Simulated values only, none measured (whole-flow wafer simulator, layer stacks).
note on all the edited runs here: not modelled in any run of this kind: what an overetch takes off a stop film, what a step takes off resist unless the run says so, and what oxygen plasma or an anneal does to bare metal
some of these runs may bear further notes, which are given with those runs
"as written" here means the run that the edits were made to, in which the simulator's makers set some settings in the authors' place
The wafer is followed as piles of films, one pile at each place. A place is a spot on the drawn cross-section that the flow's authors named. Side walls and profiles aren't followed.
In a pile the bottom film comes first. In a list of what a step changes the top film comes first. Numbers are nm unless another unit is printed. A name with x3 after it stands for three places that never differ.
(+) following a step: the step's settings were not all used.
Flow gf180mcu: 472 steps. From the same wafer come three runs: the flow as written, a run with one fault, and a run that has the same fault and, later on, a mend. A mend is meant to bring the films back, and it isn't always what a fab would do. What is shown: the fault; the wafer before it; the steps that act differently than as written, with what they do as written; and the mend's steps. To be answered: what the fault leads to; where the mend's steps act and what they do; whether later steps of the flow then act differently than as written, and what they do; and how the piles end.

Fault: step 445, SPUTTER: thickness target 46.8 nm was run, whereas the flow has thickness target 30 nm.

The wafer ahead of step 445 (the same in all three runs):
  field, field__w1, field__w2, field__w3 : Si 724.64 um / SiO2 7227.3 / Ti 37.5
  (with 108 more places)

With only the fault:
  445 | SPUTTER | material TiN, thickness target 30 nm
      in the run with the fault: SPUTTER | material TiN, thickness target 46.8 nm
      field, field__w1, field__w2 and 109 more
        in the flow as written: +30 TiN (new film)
        in the run with the fault: +46.8 TiN (new film)
  Later steps of the flow acting differently than as written (not shown: 4 more steps that differ only slightly, by at most 2% or 0.5 nm, whichever is larger):
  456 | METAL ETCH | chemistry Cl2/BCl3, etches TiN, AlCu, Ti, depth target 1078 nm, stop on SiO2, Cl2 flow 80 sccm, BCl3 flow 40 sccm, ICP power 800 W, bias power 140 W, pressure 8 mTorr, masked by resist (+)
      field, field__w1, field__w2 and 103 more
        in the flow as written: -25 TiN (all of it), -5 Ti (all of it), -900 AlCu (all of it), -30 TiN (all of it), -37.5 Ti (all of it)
        in the run with the fault: -25 TiN (all of it), -5 Ti (all of it), -900 AlCu (all of it), -46.8 TiN (all of it), -37.5 Ti (all of it)
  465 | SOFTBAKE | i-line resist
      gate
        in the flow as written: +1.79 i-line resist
        in the run with the fault: -0.23 i-line resist
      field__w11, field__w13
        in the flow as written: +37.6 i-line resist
        in the run with the fault: +31.8 i-line resist
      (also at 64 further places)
  At field__w8, contact, m1, m1__w1, pad, m1_nw, the piles at the end differ from the flow's by more than 2% or 0.5 nm, whichever is larger.
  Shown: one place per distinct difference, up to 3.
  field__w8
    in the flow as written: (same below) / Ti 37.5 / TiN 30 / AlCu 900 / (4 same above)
    in the run with the fault: (same below) / Ti 37.5 / TiN 46.8 / AlCu 900 / (4 same above)
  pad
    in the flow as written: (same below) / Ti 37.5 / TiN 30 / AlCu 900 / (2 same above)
    in the run with the fault: (same below) / Ti 37.5 / TiN 46.8 / AlCu 900 / (2 same above)

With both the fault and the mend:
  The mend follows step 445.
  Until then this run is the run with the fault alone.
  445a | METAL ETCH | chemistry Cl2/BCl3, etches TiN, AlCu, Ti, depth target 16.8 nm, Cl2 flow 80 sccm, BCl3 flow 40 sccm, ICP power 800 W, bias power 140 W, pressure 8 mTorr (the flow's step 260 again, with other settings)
      field, field__w1, field__w2 and 109 more
        -16.8 TiN
  Every later step of the flow that is run acts as written at every place that is followed.
  The piles end the same as the flow's at every place that both follow.
